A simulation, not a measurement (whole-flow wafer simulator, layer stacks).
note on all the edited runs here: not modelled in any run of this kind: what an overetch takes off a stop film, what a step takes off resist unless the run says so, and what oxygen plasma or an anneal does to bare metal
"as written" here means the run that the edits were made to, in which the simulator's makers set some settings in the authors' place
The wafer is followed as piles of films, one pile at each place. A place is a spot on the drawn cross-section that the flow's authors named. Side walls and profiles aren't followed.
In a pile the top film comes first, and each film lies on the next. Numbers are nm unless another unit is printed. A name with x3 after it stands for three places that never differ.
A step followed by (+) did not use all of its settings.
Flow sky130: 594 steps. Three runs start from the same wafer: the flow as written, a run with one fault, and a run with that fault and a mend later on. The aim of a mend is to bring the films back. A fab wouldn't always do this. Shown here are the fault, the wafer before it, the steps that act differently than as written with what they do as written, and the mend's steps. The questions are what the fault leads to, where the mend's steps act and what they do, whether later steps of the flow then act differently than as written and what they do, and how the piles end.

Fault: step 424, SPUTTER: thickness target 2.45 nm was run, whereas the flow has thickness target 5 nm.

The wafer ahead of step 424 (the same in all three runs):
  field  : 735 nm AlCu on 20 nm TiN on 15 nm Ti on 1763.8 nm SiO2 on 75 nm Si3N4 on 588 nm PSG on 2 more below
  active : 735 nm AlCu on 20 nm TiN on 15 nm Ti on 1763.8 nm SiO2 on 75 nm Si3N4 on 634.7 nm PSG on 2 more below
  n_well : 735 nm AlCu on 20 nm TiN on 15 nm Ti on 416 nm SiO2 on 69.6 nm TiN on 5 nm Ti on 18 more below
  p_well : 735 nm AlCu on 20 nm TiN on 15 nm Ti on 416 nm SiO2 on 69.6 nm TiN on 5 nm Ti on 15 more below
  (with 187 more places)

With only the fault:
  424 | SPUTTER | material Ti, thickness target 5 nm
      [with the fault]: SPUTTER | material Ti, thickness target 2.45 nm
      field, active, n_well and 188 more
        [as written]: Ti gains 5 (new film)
        [with the fault]: Ti gains 2.45 (new film)
  Steps further on in the flow that do not act as written (21 more steps, not shown, differ only slightly: by at most 2% or 0.5 nm, whichever is larger):
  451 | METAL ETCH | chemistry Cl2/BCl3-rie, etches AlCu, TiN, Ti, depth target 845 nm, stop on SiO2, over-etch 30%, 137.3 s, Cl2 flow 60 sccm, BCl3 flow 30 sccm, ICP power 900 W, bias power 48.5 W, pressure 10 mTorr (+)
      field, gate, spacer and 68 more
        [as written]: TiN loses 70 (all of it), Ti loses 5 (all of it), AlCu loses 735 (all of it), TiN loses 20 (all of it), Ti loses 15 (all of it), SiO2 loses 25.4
        [with the fault]: TiN loses 70 (all of it), Ti loses 2.45 (all of it), AlCu loses 735 (all of it), TiN loses 20 (all of it), Ti loses 15 (all of it), SiO2 loses 25.6
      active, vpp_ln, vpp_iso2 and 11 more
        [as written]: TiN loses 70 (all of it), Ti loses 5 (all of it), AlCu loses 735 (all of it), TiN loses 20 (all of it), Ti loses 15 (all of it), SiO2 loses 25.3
        [with the fault]: TiN loses 70 (all of it), Ti loses 2.45 (all of it), AlCu loses 735 (all of it), TiN loses 20 (all of it), Ti loses 15 (all of it), SiO2 loses 25.6
  At n_well, p_well, gate_hv and 104 more, the piles at the end differ from the flow's by more than 2% or 0.5 nm, whichever is larger.
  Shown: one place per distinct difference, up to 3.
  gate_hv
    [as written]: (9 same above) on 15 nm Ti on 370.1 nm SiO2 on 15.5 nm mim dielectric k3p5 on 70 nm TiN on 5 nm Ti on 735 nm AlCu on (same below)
    [with the fault]: (9 same above) on 15 nm Ti on 372.7 nm SiO2 on 15.5 nm mim dielectric k3p5 on 70 nm TiN on 2.45 nm Ti on 735 nm AlCu on (same below)
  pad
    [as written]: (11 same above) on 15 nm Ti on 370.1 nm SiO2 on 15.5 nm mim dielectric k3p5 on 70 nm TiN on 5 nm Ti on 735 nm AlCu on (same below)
    [with the fault]: (11 same above) on 15 nm Ti on 372.7 nm SiO2 on 15.5 nm mim dielectric k3p5 on 70 nm TiN on 2.45 nm Ti on 735 nm AlCu on (same below)
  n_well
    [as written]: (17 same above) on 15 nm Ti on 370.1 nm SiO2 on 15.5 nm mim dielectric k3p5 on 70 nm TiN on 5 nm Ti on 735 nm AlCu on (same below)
    [with the fault]: (17 same above) on 15 nm Ti on 372.7 nm SiO2 on 15.5 nm mim dielectric k3p5 on 70 nm TiN on 2.45 nm Ti on 735 nm AlCu on (same below)

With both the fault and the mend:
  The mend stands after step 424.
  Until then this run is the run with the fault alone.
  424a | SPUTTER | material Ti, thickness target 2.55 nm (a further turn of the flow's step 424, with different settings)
      field, active, n_well and 188 more
        Ti gains 2.55
  Later steps of the flow that are run all act as written at every place that is followed.
  The piles end the same as the flow's at every place that both follow.
